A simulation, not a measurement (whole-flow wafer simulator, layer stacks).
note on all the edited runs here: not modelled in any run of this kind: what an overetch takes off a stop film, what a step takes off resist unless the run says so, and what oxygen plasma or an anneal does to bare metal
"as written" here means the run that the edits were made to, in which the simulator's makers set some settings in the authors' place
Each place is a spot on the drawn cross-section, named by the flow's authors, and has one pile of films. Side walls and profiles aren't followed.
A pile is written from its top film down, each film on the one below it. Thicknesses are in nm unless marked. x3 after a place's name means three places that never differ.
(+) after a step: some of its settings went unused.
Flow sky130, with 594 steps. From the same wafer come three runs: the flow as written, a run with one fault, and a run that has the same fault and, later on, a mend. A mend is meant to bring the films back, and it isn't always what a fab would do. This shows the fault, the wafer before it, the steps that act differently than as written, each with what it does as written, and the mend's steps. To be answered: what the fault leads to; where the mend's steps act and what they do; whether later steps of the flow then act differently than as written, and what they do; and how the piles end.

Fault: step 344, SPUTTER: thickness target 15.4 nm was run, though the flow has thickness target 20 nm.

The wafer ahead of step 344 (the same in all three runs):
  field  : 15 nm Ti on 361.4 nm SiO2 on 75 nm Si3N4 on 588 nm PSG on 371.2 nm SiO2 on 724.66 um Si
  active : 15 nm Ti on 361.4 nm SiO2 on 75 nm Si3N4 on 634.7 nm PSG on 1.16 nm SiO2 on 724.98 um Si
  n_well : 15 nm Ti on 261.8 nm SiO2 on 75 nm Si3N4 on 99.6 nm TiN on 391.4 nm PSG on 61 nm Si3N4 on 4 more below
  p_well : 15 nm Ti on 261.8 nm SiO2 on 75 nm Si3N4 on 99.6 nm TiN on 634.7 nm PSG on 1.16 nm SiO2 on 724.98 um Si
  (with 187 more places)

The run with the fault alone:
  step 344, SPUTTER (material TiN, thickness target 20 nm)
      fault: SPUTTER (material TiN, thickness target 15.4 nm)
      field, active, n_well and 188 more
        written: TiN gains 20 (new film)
        fault: TiN gains 15.4 (new film)
  Steps further on in the flow that do not act as written (not shown: 9 more steps that differ only slightly, by at most 2% or 0.5 nm, whichever is larger):
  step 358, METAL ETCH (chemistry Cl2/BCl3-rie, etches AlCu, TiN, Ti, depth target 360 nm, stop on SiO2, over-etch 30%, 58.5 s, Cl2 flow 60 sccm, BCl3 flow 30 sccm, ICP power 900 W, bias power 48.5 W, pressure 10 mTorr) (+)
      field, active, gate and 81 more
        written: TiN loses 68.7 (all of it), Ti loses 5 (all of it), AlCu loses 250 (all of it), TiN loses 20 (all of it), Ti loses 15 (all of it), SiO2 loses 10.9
        fault: TiN loses 68.7 (all of it), Ti loses 5 (all of it), AlCu loses 250 (all of it), TiN loses 15.4 (all of it), Ti loses 15 (all of it), SiO2 loses 11.4
  The piles end different from the flow's at n_well, p_well, gate_hv and 104 more by more than 2% or 0.5 nm, whichever is larger.
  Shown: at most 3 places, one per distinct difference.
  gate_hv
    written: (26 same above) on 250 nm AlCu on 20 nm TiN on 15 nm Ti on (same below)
    fault: (26 same above) on 250 nm AlCu on 15.4 nm TiN on 15 nm Ti on (same below)
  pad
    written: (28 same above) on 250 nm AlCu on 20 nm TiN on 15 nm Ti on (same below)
    fault: (28 same above) on 250 nm AlCu on 15.4 nm TiN on 15 nm Ti on (same below)
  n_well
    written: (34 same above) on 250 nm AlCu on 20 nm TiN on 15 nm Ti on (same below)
    fault: (34 same above) on 250 nm AlCu on 15.4 nm TiN on 15 nm Ti on (same below)

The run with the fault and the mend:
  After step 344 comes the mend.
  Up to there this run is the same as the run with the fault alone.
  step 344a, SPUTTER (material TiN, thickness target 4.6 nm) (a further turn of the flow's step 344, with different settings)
      field, active, n_well and 188 more
        TiN gains 4.6
  None of the later steps of the flow acts differently than as written at any place that is followed.
  By the end, the piles equal the flow's at every place that both follow.
